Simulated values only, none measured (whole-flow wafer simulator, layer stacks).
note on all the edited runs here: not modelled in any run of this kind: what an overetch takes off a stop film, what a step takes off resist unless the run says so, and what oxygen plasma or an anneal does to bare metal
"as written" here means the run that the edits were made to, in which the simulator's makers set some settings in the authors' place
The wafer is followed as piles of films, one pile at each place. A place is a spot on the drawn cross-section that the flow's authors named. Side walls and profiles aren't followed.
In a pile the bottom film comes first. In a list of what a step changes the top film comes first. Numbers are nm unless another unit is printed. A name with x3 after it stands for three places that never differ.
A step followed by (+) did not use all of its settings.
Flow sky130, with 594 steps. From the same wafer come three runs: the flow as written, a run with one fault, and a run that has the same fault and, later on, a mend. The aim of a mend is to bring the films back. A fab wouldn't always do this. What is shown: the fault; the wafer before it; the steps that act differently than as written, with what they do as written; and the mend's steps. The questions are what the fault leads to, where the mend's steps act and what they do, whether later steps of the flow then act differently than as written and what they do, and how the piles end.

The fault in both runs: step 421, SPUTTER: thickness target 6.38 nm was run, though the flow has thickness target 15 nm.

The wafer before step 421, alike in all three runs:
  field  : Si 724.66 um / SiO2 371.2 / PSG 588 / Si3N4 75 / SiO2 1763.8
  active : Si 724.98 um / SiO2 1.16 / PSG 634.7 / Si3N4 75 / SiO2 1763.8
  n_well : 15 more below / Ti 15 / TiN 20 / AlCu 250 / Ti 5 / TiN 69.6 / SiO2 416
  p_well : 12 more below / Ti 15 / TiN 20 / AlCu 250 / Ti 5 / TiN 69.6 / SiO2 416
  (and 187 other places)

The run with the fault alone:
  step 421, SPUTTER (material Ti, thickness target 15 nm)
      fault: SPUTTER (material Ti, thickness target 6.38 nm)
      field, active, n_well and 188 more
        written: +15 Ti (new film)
        fault: +6.38 Ti (new film)
  Steps further on in the flow that do not act as written (6 other steps are not shown; they differ only slightly, by no more than 2% or 0.5 nm, whichever is larger):
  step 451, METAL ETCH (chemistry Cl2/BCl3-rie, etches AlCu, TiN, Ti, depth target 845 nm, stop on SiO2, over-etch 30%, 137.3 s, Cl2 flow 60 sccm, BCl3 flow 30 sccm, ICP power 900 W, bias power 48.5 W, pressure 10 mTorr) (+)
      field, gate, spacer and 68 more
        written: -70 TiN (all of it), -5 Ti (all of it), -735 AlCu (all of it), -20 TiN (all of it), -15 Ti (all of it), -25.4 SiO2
        fault: -70 TiN (all of it), -5 Ti (all of it), -735 AlCu (all of it), -20 TiN (all of it), -6.38 Ti (all of it), -26.2 SiO2
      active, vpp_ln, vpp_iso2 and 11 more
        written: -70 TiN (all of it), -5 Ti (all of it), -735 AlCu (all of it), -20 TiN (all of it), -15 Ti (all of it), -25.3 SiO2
        fault: -70 TiN (all of it), -5 Ti (all of it), -735 AlCu (all of it), -20 TiN (all of it), -6.38 Ti (all of it), -26.2 SiO2
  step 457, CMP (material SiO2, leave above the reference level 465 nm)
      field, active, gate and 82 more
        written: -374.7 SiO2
        fault: -382.4 SiO2
  At n_well, p_well, gate_hv and 104 more, the piles at the end differ from the flow's by more than 2% or 0.5 nm, whichever is larger.
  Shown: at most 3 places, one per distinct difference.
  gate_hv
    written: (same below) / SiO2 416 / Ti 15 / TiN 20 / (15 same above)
    fault: (same below) / SiO2 416 / Ti 6.38 / TiN 20 / (15 same above)
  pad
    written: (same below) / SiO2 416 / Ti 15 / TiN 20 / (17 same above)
    fault: (same below) / SiO2 416 / Ti 6.38 / TiN 20 / (17 same above)
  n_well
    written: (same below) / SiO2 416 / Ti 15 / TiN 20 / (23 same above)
    fault: (same below) / SiO2 416 / Ti 6.38 / TiN 20 / (23 same above)

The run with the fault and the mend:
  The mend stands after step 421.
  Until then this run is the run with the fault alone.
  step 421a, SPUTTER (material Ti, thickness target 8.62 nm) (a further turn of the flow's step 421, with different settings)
      field, active, n_well and 188 more
        +8.62 Ti
  Every later step of the flow that is run acts as written at every place that is followed.
  By the end, the piles equal the flow's at every place that both follow.
